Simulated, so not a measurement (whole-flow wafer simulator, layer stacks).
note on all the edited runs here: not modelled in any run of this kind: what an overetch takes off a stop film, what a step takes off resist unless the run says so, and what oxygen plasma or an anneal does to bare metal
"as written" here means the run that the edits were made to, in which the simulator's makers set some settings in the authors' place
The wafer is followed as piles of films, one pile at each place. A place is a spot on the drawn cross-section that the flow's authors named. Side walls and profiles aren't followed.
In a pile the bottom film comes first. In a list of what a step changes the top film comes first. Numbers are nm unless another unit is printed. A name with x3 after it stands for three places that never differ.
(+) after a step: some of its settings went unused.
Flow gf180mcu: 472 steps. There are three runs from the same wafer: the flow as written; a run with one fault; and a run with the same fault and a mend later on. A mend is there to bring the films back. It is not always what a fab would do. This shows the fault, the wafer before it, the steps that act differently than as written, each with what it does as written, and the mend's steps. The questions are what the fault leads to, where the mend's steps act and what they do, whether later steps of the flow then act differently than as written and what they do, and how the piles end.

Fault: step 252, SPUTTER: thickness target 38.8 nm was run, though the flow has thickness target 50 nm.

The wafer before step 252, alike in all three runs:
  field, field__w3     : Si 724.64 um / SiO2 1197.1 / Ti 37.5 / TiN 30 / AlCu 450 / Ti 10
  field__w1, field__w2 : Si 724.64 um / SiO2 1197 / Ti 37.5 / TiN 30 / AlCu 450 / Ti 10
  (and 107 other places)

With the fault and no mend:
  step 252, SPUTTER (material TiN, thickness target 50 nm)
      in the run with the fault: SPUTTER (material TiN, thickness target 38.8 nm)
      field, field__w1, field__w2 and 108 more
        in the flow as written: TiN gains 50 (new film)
        in the run with the fault: TiN gains 38.8 (new film)
  Steps further on in the flow that do not act as written (5 more steps, not shown, differ only slightly: by at most 2% or 0.5 nm, whichever is larger):
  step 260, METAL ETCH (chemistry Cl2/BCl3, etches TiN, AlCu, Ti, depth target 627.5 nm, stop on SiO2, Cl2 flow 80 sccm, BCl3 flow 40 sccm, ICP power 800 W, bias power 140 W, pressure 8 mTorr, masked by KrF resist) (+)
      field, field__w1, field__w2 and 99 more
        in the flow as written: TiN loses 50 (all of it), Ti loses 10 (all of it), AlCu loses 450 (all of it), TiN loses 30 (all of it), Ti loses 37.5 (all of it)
        in the run with the fault: TiN loses 38.8 (all of it), Ti loses 10 (all of it), AlCu loses 450 (all of it), TiN loses 30 (all of it), Ti loses 37.5 (all of it)
  The piles end different from the flow's at field__w8, contact, m1 and 6 more by more than 2% or 0.5 nm, whichever is larger.
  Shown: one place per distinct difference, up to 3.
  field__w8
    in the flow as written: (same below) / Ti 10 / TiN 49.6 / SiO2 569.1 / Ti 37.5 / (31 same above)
    in the run with the fault: (same below) / Ti 10 / TiN 38.4 / SiO2 580.3 / Ti 37.5 / (31 same above)
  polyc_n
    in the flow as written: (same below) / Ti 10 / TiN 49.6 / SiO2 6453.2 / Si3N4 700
    in the run with the fault: (same below) / Ti 10 / TiN 38.4 / SiO2 6464.4 / Si3N4 700
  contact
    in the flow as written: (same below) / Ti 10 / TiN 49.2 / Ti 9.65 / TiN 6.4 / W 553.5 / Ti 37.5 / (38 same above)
    in the run with the fault: (same below) / Ti 10 / TiN 38 / Ti 9.59 / TiN 6.36 / W 564.8 / Ti 37.5 / (38 same above)

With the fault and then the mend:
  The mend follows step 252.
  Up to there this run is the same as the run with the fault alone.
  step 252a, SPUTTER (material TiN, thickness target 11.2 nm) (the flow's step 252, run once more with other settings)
      field, field__w1, field__w2 and 108 more
        TiN gains 11.2
  None of the later steps of the flow acts differently than as written at any place that is followed.
  At every place that both follow, the piles at the end match the flow's.
